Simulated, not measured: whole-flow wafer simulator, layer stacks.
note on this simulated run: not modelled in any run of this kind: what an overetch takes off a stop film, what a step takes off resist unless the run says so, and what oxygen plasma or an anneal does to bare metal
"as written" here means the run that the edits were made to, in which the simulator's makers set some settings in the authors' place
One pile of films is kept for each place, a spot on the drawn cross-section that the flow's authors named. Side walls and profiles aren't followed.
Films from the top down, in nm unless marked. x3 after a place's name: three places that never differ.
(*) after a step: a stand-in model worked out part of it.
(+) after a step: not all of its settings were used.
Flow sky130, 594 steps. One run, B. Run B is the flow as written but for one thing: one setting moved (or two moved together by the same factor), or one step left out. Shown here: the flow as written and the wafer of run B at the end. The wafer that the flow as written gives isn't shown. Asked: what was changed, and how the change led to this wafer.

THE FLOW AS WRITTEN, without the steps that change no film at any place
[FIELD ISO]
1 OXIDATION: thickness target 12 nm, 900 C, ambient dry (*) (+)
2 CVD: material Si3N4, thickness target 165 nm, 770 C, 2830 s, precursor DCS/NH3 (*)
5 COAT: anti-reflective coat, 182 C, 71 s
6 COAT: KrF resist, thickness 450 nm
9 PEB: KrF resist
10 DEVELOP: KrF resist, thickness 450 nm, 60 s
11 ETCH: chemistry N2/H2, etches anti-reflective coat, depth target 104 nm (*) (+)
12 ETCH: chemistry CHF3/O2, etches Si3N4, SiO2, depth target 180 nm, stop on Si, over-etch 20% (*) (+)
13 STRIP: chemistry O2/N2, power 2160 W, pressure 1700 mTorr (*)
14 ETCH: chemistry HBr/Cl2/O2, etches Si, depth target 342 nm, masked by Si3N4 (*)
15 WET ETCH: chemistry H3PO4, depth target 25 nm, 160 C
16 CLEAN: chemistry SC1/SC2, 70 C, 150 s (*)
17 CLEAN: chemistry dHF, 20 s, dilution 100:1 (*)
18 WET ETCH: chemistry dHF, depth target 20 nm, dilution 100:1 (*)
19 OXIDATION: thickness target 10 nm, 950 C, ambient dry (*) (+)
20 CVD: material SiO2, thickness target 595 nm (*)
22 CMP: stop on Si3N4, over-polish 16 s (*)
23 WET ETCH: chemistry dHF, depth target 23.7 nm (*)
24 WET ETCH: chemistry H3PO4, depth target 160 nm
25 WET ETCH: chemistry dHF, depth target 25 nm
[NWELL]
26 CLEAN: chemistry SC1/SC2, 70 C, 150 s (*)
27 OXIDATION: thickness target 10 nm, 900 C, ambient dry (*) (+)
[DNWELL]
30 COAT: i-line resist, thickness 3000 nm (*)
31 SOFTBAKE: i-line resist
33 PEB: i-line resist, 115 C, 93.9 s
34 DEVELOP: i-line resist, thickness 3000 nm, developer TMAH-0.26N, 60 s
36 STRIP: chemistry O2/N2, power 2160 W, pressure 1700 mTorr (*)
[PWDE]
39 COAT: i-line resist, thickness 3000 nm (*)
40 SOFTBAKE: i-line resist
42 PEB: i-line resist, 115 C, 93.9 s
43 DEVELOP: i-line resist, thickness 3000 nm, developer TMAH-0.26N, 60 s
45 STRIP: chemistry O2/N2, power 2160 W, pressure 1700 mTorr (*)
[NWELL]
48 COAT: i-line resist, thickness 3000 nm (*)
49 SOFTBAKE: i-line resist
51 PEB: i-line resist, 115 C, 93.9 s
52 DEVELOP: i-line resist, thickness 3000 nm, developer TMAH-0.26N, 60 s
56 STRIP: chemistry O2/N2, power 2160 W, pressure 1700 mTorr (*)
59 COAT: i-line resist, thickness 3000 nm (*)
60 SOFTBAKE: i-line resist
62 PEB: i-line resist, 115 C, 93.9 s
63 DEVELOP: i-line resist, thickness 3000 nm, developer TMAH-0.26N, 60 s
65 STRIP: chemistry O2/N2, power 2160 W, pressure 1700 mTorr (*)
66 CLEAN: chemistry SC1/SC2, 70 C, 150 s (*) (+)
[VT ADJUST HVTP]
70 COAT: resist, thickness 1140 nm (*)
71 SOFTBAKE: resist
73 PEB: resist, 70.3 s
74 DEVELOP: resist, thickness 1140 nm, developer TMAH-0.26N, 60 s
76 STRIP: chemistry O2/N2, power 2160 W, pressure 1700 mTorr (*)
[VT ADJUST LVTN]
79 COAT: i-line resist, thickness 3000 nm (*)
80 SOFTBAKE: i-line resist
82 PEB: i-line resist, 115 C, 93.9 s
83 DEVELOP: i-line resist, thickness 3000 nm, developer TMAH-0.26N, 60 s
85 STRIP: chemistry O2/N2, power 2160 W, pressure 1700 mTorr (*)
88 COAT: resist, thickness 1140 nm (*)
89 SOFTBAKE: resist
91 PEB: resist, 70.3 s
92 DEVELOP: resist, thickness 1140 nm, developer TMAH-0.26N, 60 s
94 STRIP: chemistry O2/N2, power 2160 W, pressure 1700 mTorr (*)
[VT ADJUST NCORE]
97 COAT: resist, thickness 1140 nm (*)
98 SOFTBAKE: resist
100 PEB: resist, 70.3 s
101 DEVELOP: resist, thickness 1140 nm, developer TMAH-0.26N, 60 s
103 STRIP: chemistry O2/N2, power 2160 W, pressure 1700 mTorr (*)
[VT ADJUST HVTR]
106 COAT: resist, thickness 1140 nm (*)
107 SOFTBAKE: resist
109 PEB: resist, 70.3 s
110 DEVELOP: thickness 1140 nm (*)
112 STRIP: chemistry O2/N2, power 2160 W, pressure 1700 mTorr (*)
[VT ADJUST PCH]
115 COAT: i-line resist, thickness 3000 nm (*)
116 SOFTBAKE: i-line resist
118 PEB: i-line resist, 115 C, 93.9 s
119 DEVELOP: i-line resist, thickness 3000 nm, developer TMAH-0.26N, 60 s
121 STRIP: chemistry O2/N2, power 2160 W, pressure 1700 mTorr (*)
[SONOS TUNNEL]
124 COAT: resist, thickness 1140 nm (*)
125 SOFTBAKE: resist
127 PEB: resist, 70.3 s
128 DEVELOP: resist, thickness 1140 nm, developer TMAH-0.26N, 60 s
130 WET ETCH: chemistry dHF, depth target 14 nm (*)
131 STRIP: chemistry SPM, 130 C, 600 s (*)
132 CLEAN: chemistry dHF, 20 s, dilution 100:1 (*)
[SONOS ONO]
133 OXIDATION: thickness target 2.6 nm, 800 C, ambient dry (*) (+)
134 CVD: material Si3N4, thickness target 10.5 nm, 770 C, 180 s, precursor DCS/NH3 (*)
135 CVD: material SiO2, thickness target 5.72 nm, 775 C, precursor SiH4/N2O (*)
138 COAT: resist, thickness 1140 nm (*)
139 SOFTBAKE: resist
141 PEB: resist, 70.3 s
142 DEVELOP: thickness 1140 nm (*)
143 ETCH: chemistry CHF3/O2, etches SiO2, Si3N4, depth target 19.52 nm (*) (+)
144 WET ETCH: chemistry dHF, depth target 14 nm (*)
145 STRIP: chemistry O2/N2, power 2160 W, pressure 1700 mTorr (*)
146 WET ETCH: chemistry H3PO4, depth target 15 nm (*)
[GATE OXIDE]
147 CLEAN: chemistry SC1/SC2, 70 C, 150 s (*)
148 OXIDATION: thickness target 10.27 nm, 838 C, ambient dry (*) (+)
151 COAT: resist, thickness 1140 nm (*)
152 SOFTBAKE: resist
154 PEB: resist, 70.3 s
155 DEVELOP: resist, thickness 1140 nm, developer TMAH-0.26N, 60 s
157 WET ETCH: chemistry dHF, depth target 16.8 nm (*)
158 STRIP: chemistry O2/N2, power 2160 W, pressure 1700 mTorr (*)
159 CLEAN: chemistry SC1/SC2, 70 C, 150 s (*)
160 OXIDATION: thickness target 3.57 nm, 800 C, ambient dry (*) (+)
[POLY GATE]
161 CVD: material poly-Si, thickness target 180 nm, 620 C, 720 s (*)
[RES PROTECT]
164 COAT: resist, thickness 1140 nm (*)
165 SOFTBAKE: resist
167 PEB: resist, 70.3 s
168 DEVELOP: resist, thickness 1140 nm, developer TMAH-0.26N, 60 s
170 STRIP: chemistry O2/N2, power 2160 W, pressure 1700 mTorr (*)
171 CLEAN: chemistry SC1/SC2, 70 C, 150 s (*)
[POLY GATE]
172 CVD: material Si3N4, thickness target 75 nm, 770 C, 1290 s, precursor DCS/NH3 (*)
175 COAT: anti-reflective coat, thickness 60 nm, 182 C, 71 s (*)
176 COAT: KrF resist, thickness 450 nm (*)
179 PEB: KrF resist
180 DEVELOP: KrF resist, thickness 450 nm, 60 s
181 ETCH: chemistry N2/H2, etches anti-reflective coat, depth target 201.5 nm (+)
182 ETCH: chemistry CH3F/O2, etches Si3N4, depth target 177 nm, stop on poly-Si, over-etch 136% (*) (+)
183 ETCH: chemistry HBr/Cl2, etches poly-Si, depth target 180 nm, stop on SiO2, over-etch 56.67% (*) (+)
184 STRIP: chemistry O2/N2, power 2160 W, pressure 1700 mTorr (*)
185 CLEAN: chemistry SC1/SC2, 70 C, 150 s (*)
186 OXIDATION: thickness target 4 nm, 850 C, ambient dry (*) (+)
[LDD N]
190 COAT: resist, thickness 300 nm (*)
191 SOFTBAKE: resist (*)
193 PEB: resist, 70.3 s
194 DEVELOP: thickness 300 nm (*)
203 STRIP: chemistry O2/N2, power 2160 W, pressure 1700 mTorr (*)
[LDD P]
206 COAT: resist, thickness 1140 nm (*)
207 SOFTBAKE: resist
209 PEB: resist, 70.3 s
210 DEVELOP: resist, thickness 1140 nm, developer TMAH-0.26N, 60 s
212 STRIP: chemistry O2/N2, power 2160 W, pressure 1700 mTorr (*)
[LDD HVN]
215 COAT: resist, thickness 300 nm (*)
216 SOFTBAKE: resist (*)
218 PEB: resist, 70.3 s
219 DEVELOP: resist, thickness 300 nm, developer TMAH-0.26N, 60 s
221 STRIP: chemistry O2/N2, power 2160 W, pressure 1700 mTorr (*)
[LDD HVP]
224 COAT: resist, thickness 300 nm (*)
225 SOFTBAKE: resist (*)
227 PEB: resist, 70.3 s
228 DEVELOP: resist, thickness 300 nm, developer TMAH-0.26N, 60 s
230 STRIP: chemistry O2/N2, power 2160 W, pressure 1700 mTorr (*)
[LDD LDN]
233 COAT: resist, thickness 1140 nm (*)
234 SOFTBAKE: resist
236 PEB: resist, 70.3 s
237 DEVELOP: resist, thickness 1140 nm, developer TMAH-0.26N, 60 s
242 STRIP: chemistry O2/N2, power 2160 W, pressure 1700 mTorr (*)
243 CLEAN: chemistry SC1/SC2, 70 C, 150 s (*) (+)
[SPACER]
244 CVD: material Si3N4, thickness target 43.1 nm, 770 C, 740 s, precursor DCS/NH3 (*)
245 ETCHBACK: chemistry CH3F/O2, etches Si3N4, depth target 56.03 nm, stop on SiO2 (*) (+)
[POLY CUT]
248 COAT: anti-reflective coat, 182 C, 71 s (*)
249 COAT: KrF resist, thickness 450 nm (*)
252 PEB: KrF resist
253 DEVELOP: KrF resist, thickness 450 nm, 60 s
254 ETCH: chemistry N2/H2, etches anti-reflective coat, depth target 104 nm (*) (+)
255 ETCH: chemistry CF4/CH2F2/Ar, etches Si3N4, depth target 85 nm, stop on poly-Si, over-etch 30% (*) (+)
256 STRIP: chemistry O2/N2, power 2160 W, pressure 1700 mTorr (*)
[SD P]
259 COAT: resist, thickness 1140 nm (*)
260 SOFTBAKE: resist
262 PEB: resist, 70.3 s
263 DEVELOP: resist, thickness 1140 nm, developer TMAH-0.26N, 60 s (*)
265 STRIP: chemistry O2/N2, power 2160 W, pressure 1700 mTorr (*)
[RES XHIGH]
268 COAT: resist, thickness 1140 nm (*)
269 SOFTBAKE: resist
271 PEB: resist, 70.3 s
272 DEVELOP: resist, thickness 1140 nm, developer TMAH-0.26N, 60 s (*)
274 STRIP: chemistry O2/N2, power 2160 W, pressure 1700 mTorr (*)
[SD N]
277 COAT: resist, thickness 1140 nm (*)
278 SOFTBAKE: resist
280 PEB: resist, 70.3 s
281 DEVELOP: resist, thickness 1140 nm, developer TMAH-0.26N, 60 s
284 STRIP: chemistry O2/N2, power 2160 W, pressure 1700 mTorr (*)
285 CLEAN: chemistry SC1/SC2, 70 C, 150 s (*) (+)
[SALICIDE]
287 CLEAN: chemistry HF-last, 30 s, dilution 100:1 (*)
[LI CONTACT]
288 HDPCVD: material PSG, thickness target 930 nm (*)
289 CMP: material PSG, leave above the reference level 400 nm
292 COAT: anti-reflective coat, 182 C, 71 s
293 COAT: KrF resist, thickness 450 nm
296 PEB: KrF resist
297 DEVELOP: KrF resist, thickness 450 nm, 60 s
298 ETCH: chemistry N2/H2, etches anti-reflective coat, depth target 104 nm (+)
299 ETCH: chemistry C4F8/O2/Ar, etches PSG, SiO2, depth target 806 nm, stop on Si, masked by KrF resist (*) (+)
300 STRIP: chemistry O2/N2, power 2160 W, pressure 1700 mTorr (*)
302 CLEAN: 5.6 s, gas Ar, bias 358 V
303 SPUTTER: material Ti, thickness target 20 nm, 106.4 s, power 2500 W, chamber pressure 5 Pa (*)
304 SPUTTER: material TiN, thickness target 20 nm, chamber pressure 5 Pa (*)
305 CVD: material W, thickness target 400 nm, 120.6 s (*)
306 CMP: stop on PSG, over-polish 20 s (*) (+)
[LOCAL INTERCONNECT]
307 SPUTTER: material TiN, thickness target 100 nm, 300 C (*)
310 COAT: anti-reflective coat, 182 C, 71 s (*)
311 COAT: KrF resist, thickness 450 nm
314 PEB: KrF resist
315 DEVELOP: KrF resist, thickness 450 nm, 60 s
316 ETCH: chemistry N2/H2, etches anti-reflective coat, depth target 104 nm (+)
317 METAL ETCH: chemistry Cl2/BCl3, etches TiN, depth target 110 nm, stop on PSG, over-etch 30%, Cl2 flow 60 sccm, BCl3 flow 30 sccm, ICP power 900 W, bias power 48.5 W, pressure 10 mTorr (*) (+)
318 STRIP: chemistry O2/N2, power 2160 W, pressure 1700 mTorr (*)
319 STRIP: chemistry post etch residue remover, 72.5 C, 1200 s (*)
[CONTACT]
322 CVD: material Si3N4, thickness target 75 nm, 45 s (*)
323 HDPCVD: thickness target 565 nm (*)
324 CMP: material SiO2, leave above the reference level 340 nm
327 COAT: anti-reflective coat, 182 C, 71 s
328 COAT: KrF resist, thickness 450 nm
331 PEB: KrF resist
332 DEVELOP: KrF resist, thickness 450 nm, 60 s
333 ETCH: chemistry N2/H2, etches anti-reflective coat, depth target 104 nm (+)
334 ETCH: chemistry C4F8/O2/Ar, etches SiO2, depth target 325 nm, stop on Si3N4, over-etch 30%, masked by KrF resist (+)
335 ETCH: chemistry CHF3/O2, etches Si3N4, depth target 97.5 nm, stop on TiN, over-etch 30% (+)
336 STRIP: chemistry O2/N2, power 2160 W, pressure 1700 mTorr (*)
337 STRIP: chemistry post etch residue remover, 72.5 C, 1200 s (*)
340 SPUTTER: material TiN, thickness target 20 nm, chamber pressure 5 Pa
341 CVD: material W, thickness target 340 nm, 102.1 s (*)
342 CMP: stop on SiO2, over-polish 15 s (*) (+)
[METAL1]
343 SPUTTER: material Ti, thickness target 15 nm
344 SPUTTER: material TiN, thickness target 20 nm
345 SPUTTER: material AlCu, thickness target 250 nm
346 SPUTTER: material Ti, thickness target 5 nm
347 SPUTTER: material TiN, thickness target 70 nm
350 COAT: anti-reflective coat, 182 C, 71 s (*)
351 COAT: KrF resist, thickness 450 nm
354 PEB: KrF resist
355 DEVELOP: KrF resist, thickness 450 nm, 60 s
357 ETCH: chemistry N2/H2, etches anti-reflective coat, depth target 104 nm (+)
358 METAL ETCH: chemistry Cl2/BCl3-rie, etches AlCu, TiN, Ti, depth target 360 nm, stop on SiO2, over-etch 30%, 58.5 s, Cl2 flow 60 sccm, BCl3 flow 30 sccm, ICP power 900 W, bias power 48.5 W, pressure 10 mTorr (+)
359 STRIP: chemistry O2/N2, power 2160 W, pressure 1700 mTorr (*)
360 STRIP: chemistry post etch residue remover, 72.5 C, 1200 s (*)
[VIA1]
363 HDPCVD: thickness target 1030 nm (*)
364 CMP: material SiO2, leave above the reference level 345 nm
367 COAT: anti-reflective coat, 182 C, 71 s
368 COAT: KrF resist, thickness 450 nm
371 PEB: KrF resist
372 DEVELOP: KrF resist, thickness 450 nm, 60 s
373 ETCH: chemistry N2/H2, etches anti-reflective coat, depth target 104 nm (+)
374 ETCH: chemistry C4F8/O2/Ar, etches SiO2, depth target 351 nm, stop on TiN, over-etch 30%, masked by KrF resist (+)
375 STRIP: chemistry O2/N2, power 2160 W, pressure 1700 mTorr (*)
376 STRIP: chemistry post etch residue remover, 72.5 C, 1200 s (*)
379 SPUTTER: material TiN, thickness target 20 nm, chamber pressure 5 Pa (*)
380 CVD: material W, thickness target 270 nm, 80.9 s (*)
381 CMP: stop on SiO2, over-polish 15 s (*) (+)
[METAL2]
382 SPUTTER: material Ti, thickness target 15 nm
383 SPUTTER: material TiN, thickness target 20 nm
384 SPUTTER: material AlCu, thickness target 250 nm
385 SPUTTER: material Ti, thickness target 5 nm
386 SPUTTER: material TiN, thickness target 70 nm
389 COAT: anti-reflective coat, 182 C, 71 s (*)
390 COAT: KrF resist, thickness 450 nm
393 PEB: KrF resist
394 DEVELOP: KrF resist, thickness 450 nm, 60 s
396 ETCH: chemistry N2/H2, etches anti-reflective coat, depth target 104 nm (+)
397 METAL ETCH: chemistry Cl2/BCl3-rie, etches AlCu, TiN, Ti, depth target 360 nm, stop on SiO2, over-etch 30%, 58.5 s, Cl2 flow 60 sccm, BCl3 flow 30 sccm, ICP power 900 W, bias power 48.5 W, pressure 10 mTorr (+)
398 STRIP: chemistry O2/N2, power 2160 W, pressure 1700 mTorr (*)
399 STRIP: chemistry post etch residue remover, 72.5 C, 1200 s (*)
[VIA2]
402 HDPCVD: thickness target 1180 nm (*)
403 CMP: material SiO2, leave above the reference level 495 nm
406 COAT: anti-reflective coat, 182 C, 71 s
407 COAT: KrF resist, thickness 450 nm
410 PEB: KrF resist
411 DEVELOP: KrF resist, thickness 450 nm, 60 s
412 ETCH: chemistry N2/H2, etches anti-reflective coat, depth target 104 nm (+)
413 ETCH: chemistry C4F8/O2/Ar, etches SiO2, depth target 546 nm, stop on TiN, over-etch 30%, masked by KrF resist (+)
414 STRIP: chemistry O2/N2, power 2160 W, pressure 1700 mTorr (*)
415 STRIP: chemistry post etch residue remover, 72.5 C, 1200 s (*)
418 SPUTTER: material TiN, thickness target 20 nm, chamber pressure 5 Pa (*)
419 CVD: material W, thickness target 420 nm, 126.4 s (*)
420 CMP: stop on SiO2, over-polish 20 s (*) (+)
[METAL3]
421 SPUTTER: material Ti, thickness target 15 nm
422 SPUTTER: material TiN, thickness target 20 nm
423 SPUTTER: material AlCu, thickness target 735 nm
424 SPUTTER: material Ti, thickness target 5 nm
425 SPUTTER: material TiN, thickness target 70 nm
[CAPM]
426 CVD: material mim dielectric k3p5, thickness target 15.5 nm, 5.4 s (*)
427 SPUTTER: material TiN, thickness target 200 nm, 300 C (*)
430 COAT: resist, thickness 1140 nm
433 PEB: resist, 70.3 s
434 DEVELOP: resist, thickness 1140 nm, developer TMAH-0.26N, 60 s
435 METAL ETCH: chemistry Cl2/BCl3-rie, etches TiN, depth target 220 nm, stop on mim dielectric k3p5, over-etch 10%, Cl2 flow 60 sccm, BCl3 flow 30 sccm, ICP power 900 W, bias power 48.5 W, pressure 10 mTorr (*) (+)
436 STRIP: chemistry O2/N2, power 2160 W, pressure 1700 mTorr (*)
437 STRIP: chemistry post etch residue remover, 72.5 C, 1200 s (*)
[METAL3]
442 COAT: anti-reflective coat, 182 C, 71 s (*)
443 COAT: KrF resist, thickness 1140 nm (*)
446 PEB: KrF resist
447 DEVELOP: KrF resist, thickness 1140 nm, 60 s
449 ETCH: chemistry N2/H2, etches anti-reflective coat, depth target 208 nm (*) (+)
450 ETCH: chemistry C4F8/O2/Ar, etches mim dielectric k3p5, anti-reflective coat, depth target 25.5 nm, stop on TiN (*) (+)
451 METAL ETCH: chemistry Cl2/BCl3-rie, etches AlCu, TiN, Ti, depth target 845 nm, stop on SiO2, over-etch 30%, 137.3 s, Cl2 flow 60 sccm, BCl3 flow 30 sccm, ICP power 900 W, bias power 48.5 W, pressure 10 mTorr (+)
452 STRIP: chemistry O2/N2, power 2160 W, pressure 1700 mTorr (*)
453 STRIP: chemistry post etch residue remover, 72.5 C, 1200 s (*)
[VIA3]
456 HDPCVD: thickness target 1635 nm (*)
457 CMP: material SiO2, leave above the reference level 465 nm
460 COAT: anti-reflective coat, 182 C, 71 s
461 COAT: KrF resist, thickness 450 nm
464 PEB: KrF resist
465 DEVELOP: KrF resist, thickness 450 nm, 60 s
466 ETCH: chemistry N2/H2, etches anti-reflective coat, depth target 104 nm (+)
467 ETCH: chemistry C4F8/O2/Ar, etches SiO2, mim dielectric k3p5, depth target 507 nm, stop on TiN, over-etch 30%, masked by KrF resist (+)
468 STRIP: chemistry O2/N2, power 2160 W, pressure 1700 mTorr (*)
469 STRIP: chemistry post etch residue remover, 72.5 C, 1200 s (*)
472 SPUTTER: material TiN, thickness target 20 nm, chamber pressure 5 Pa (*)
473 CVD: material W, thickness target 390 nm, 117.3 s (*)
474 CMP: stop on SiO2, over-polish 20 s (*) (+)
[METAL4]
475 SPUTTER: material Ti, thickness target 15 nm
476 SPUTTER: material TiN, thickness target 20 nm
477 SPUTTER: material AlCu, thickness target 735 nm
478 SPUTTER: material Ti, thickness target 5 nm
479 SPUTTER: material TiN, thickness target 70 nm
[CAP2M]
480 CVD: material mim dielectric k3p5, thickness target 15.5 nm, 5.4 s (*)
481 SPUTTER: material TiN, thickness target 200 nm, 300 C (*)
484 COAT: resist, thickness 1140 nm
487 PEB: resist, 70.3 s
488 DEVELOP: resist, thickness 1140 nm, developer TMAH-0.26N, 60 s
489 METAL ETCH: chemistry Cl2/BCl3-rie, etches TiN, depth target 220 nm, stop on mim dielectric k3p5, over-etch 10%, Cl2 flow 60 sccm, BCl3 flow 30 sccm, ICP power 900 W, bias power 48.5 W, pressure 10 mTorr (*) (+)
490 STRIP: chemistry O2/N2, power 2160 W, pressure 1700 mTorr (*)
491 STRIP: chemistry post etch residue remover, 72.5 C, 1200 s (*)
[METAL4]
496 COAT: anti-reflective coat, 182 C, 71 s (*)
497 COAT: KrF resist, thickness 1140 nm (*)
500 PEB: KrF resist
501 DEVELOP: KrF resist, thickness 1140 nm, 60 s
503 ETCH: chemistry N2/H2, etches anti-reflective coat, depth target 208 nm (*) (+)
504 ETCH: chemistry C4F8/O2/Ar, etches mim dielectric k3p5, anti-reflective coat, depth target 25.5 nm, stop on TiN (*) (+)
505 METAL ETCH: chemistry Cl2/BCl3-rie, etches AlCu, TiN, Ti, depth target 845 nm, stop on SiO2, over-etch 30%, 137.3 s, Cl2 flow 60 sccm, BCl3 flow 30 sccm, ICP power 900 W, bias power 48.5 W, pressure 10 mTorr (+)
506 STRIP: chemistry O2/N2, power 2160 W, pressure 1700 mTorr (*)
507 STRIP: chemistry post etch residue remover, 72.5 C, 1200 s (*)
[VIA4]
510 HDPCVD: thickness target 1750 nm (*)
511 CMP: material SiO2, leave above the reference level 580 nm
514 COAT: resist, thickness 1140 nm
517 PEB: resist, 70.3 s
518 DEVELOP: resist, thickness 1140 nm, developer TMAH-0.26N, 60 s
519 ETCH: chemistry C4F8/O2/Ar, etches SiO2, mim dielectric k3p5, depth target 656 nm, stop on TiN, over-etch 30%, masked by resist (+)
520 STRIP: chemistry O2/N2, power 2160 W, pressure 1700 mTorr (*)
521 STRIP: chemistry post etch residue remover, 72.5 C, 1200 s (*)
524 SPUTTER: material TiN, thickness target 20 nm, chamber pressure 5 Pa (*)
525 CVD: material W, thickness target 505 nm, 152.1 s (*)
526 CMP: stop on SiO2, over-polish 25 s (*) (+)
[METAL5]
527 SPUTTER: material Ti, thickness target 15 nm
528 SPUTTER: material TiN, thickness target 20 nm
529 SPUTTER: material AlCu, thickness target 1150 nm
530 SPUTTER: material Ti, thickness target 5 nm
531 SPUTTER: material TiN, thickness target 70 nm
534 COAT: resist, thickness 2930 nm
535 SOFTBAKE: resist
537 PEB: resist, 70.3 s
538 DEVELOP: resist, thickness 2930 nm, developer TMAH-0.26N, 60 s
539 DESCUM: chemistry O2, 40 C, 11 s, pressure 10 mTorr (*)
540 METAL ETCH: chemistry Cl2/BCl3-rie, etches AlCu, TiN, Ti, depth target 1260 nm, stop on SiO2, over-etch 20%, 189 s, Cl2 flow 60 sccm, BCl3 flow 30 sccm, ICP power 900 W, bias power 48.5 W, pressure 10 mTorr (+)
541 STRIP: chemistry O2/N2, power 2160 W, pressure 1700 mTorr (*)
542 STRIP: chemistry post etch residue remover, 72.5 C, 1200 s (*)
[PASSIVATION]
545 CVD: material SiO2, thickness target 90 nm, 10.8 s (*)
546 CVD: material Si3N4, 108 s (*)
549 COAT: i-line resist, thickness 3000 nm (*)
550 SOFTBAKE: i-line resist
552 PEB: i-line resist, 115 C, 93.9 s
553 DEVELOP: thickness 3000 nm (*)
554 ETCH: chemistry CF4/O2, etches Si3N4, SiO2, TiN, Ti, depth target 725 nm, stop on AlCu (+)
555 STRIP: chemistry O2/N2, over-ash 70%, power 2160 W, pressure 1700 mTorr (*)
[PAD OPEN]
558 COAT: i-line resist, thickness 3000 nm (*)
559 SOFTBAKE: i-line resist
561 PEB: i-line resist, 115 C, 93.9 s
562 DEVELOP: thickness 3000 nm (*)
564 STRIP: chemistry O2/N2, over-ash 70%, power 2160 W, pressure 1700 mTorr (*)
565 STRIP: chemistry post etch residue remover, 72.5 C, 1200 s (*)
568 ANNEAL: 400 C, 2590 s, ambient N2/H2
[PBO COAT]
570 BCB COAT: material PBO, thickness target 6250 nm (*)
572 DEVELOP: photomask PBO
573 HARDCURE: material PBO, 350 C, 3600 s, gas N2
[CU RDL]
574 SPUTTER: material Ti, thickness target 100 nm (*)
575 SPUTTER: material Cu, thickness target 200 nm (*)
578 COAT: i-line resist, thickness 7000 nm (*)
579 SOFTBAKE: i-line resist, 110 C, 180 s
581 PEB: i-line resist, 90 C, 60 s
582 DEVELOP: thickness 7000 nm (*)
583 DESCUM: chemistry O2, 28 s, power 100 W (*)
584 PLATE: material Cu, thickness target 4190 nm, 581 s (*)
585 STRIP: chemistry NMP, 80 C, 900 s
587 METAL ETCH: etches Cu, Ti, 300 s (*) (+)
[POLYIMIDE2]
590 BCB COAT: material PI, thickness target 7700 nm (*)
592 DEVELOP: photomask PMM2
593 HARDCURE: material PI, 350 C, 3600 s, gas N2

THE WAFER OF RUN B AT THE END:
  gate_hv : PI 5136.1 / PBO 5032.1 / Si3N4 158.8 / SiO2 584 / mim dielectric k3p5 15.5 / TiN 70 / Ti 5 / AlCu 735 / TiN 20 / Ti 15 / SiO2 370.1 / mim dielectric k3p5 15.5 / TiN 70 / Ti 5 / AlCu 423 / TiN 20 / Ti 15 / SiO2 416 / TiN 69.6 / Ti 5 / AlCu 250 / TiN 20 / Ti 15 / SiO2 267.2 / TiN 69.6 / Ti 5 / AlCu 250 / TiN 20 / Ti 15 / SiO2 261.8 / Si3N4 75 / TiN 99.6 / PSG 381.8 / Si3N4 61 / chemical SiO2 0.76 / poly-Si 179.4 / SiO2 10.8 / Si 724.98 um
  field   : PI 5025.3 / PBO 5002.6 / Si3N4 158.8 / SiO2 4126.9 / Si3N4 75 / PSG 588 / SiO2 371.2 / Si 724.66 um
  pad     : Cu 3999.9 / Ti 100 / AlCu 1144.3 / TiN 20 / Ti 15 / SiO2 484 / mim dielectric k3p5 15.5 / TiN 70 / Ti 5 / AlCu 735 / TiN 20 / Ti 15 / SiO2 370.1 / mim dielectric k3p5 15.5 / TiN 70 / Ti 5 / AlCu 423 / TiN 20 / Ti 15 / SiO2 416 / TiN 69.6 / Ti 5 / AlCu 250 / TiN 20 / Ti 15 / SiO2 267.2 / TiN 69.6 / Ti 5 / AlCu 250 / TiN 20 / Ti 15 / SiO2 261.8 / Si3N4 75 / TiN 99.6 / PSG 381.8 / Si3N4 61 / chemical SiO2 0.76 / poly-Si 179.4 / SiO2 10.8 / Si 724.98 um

The cause: step 423, SPUTTER: thickness target 423 nm was run, where the flow has thickness target 735 nm.
It can be read off the wafer: gate_hv has AlCu 423, and step 423 as written asks for 735 nm.

How the change led to this, step by step:
  423 SPUTTER: material AlCu, thickness target 735 nm
      field, active, n_well and 188 more: AlCu +423 (new film) (as written it would be: AlCu +735 (new film))
  451 METAL ETCH: chemistry Cl2/BCl3-rie, etches AlCu, TiN, Ti, depth target 845 nm, stop on SiO2, over-etch 30%, 137.3 s, Cl2 flow 60 sccm, BCl3 flow 30 sccm, ICP power 900 W, bias power 48.5 W, pressure 10 mTorr (+)
      field, gate, spacer and 61 more: TiN -70 (all of it), Ti -5 (all of it), AlCu -423 (all of it), TiN -20 (all of it), Ti -15 (all of it), SiO2 -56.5 (as written it would be: TiN -70 (all of it), Ti -5 (all of it), AlCu -735 (all of it), TiN -20 (all of it), Ti -15 (all of it), SiO2 -25.4)
      active, vpp_l1ln, via_li1, sonos_guard_hv, iso_guard_nw, rxpo_ln, rpm_encl_urpm: TiN -70 (all of it), Ti -5 (all of it), AlCu -423 (all of it), TiN -20 (all of it), Ti -15 (all of it), SiO2 -56.5 (as written it would be: TiN -70 (all of it), Ti -5 (all of it), AlCu -735 (all of it), TiN -20 (all of it), Ti -15 (all of it), SiO2 -25.3)
      (and at 14 more places)
  457 CMP: material SiO2, leave above the reference level 465 nm
      field, active, gate and 77 more: SiO2 -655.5 (as written it would be: SiO2 -374.7)
      vpp_iso1, m1_ln, vpp_l1ln, via1_hole, m1_ln_cd: SiO2 -655.4 (as written it would be: SiO2 -374.7)
